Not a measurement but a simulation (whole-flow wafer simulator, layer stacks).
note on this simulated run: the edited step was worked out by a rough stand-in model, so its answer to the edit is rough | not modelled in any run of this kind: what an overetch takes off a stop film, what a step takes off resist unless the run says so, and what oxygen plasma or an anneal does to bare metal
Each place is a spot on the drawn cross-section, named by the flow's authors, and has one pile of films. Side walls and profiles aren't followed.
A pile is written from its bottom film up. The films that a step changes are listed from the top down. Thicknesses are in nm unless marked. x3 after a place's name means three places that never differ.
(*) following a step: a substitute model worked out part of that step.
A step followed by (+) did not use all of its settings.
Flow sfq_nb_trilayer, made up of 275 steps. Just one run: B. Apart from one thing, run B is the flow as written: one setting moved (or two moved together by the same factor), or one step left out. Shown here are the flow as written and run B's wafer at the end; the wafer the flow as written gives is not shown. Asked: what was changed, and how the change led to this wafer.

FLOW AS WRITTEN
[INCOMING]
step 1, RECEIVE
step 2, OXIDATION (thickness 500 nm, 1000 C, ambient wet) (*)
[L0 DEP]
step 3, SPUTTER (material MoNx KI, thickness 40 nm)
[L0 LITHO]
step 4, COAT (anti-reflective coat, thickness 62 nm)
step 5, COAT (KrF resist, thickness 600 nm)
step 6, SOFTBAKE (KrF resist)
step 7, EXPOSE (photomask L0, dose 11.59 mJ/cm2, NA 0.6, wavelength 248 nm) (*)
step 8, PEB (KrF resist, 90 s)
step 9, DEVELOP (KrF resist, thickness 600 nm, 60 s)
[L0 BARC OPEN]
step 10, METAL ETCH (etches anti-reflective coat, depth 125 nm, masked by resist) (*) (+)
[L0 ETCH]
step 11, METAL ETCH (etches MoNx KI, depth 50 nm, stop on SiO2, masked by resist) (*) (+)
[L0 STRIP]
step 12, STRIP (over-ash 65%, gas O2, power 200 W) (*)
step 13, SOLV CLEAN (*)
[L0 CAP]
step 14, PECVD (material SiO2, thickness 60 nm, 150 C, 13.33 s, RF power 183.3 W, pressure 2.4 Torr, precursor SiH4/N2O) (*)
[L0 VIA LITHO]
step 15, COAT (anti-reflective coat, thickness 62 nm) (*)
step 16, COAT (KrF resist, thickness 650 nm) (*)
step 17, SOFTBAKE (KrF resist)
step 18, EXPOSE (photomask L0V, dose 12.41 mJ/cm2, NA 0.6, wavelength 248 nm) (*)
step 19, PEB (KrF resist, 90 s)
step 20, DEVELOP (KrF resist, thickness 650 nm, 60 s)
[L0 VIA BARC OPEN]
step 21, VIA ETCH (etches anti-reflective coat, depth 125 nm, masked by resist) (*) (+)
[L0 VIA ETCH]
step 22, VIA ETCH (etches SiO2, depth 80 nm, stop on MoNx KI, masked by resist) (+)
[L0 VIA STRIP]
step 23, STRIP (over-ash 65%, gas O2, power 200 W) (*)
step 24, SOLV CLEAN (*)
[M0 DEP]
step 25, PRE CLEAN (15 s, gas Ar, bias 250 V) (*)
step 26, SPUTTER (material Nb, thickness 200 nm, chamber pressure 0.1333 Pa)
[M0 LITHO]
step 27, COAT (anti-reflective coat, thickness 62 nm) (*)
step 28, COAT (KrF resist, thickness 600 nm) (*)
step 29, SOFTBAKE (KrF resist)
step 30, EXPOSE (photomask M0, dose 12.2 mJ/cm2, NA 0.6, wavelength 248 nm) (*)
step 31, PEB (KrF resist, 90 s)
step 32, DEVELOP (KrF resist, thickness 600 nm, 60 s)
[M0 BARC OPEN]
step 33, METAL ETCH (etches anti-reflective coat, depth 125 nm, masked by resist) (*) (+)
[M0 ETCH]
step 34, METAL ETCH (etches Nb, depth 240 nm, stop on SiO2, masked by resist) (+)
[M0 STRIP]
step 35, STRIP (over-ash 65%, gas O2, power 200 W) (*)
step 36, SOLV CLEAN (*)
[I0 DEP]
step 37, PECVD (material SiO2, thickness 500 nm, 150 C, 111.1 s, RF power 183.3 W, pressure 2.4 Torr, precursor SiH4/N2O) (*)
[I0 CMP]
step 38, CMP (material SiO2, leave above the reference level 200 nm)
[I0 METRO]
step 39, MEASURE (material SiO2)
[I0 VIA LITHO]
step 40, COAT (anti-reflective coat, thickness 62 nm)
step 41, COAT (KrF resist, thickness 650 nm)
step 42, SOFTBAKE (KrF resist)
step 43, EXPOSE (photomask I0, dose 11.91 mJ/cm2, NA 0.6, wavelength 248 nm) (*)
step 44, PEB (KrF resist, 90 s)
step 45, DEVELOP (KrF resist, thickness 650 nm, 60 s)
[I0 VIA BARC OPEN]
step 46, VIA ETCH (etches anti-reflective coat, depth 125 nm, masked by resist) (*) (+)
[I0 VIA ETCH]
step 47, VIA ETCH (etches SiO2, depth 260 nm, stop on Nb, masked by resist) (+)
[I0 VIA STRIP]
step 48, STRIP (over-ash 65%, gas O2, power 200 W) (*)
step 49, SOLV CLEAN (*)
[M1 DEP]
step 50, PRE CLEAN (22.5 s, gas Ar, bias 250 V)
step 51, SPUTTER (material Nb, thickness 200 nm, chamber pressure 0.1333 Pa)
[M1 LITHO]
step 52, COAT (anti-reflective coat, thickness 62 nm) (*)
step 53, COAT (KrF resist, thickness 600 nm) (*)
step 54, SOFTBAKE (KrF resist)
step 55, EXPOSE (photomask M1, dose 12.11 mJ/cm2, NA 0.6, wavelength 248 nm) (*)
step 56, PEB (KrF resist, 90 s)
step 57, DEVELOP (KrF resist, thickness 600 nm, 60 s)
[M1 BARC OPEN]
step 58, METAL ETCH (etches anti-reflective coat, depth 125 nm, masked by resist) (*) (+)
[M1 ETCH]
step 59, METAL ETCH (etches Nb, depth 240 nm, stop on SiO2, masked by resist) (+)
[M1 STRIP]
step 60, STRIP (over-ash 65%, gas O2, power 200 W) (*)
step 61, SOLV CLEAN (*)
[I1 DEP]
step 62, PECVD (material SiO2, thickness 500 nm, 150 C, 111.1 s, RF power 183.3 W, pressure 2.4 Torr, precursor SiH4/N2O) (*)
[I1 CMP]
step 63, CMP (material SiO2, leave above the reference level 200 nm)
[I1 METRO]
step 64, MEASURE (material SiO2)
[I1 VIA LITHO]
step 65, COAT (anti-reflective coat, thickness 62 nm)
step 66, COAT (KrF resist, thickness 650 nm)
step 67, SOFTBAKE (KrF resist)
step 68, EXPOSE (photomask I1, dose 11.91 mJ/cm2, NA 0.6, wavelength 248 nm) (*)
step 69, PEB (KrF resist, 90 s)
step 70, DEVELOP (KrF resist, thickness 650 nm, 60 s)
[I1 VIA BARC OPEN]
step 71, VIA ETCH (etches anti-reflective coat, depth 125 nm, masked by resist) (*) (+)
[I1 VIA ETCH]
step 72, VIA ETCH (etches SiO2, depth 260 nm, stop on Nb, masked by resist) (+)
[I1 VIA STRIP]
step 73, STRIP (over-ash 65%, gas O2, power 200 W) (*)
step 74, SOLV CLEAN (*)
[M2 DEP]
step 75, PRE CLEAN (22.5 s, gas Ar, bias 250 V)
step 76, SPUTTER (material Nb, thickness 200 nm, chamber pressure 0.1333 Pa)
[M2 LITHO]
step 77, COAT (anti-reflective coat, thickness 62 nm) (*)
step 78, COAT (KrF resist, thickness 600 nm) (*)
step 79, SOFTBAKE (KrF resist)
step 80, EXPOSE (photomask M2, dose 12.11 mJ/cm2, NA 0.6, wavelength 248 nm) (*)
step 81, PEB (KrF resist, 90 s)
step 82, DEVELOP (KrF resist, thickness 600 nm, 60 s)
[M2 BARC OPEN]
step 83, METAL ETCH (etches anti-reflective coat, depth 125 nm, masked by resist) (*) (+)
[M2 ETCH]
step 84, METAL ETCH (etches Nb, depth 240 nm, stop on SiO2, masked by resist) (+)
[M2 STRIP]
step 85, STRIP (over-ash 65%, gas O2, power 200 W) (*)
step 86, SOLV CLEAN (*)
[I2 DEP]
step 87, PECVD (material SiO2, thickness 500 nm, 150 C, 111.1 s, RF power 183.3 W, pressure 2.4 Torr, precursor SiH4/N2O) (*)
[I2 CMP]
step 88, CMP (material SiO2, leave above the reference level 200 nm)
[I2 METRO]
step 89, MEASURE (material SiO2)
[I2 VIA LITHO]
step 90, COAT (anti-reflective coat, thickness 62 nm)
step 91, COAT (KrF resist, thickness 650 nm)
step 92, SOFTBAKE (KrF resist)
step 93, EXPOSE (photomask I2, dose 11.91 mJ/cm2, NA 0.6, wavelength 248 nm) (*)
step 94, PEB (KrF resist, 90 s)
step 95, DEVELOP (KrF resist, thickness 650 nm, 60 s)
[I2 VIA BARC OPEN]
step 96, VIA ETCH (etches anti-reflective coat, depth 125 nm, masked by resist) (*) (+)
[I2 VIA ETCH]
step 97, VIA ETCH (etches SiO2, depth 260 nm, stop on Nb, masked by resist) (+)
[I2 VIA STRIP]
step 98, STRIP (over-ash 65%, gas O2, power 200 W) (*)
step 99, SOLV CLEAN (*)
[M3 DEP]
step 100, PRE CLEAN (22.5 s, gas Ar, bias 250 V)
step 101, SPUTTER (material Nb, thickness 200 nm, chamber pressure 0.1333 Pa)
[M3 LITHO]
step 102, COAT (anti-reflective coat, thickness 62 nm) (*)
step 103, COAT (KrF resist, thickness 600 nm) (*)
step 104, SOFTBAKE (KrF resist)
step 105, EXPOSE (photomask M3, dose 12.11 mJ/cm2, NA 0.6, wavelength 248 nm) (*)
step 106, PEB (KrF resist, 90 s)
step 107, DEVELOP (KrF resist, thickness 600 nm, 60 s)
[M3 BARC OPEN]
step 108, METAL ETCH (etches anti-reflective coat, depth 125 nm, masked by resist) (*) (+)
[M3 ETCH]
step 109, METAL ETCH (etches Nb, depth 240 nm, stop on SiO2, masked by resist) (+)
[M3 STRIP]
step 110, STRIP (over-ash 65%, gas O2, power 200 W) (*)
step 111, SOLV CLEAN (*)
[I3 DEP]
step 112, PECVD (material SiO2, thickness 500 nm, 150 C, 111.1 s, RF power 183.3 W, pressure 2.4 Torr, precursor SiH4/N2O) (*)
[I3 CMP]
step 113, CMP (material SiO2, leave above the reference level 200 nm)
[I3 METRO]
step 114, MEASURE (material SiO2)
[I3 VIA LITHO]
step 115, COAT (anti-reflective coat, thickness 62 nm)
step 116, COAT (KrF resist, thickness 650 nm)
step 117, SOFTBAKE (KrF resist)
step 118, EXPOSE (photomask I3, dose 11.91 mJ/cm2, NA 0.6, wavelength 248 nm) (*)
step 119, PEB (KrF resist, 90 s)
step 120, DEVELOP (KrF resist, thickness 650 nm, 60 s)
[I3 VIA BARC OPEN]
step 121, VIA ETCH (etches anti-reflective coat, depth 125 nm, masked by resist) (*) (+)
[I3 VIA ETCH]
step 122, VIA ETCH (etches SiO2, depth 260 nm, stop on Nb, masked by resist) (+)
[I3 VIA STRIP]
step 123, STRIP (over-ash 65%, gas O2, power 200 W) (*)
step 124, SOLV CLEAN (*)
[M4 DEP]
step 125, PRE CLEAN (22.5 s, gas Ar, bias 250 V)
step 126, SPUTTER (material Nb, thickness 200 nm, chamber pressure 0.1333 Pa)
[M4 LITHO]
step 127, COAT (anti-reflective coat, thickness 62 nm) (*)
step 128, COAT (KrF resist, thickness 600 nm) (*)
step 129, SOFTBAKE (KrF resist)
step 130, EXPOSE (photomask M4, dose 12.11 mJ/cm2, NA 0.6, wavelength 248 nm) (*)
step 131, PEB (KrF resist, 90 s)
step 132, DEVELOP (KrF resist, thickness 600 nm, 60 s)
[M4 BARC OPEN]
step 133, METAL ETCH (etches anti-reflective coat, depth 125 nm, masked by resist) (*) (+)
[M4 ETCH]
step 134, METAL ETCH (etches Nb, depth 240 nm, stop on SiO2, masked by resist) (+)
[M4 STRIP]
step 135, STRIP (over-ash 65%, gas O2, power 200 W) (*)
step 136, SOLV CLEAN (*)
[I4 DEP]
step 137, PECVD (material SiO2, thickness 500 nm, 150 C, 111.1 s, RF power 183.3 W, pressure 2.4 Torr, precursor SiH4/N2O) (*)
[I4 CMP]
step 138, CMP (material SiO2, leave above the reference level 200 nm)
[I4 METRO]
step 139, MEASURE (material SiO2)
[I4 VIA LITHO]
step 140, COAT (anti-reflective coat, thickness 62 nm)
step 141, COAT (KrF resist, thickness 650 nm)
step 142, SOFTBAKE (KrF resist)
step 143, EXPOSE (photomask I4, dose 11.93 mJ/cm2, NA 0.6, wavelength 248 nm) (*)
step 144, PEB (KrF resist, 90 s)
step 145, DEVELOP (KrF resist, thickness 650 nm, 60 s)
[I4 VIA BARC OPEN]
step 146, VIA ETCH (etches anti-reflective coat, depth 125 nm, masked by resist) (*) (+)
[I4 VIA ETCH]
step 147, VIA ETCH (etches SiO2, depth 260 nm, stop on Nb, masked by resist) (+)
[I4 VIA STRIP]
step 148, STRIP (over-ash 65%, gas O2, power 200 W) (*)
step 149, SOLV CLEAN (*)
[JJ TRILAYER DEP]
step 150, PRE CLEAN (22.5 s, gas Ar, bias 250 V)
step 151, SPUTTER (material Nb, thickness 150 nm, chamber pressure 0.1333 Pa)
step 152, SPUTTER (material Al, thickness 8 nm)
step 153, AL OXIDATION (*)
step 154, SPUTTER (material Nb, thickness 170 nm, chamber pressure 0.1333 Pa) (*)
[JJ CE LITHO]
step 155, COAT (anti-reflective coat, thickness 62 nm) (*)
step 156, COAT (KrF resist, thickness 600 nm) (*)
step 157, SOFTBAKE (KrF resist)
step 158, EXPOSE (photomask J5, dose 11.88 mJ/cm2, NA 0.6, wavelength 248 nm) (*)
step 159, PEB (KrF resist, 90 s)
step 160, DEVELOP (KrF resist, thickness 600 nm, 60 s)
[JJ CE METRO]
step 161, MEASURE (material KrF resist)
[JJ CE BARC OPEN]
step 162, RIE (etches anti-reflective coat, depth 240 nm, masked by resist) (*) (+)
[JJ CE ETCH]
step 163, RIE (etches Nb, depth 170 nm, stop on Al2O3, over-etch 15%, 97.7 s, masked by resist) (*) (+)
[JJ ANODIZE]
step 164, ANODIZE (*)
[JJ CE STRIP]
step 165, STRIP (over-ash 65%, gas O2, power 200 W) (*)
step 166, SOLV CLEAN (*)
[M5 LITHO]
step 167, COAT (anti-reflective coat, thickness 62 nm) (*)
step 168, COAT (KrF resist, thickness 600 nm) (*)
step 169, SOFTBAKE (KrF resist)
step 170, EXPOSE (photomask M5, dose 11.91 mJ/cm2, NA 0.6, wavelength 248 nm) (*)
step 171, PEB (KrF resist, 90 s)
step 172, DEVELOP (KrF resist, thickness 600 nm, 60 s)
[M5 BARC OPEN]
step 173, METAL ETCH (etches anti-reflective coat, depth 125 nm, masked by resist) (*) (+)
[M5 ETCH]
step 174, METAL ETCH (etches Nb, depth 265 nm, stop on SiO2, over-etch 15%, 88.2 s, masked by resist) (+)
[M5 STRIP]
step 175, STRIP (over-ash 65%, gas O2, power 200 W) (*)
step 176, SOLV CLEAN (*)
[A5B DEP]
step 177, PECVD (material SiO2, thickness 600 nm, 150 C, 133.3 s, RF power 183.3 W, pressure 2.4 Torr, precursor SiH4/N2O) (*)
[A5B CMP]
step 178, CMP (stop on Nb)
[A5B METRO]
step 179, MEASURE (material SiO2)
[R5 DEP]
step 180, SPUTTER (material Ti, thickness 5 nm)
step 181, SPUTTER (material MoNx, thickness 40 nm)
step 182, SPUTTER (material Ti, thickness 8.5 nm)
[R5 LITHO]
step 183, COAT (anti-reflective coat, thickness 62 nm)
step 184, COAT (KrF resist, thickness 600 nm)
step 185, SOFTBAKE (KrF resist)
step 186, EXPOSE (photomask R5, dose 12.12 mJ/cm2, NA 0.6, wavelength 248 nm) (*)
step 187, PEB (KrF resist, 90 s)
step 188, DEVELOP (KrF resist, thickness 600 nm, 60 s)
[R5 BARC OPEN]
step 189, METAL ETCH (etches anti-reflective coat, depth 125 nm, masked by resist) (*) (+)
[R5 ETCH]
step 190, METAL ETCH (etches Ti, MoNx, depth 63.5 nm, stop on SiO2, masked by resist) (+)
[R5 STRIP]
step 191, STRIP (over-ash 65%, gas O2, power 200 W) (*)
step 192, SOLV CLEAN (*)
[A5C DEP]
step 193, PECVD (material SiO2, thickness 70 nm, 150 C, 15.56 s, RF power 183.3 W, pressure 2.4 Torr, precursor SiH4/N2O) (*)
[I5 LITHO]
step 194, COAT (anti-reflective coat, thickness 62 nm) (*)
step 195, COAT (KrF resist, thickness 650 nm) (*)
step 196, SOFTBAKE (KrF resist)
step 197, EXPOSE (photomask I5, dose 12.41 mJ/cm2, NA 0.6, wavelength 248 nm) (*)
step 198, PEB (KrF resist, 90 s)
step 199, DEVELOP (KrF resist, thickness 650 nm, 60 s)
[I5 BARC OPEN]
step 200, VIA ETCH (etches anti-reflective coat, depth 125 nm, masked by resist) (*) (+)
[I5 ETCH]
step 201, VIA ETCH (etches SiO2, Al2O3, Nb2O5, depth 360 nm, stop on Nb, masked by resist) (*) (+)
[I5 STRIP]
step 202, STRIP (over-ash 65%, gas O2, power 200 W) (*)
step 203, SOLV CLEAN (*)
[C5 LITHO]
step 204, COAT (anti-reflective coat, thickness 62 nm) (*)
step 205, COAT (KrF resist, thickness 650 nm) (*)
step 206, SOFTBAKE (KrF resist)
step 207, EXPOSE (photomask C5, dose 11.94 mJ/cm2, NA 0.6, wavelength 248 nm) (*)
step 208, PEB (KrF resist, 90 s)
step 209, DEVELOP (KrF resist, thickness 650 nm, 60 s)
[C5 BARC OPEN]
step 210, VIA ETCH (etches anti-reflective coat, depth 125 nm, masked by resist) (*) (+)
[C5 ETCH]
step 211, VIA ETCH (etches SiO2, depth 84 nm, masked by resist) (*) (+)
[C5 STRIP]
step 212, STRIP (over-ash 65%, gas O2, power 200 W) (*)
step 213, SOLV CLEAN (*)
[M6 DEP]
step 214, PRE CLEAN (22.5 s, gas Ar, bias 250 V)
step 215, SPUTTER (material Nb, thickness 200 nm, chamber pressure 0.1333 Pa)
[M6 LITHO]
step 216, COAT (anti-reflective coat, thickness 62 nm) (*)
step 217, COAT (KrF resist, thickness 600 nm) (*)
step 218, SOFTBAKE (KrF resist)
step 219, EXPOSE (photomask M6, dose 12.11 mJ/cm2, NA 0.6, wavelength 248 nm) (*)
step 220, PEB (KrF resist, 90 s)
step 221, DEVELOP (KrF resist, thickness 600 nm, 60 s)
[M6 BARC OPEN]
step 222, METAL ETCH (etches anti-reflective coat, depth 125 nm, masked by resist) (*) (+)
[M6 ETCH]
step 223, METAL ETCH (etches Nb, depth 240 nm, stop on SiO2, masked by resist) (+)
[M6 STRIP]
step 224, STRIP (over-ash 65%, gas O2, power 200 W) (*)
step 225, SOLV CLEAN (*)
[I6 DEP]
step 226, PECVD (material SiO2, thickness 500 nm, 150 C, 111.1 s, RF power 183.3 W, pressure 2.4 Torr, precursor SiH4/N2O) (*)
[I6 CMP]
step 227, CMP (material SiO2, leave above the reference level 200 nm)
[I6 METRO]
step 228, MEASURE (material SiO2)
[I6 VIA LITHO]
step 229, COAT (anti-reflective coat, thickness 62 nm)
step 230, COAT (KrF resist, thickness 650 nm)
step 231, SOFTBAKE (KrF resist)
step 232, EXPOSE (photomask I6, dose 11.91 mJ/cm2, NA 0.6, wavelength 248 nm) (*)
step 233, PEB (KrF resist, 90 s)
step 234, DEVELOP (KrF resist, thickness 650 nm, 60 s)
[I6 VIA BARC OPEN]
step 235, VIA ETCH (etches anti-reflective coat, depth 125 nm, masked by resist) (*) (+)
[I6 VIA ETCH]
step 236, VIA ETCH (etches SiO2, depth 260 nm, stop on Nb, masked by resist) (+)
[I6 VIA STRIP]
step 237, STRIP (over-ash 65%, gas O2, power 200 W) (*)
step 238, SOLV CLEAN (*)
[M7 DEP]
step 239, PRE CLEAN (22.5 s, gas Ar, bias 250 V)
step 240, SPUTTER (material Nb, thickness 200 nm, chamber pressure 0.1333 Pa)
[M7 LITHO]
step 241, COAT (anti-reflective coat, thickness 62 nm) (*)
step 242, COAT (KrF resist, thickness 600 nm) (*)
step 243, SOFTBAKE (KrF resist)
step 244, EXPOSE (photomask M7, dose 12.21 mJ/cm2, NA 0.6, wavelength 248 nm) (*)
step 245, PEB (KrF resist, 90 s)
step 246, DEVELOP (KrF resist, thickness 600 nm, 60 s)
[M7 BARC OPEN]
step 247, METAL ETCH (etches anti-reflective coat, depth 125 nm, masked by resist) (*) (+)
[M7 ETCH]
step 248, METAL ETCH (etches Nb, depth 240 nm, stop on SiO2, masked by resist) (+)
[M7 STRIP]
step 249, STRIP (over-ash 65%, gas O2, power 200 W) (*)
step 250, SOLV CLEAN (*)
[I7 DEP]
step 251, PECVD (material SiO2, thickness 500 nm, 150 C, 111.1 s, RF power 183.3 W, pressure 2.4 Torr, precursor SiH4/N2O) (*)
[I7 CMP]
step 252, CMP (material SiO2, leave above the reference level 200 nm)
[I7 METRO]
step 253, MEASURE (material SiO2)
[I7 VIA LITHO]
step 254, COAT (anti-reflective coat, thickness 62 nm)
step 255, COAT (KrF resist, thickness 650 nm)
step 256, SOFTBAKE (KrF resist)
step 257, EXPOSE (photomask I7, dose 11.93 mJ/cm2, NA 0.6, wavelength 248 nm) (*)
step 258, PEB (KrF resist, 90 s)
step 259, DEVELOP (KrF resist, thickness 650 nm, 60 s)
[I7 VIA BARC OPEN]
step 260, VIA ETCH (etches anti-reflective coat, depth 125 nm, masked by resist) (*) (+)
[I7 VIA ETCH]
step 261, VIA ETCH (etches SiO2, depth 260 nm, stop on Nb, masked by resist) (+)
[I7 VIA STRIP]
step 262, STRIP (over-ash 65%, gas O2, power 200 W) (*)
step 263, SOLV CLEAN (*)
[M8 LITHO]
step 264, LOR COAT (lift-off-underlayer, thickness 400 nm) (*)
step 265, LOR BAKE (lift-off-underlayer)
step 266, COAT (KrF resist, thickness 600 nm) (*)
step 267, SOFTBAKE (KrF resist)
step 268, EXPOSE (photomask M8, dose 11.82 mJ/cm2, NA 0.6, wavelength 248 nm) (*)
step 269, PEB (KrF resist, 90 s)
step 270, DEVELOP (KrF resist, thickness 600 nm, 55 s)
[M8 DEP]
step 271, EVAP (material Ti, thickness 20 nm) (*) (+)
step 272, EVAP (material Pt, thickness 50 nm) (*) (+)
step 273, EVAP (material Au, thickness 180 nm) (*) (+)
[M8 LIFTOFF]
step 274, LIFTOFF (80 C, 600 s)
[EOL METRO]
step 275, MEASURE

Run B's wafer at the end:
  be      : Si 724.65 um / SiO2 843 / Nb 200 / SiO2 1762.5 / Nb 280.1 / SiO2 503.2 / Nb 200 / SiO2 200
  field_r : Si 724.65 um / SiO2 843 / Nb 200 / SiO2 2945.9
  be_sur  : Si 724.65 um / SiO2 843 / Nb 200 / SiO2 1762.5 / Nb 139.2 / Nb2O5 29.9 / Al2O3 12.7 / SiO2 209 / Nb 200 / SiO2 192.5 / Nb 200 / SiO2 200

What caused this: step 2, OXIDATION: thickness 788 nm was run, though the flow has thickness 500 nm.

Step by step, how the change led to this:
  step 2, OXIDATION (thickness 500 nm, 1000 C, ambient wet) (*)
      field_l, v_sur, via_wl and 103 more: SiO2 gains 788 (new film), chemical SiO2 loses 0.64 (all of it), Si loses 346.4 (as written it would have been: SiO2 gains 500 (new film), chemical SiO2 loses 0.64 (all of it), Si loses 219.7)
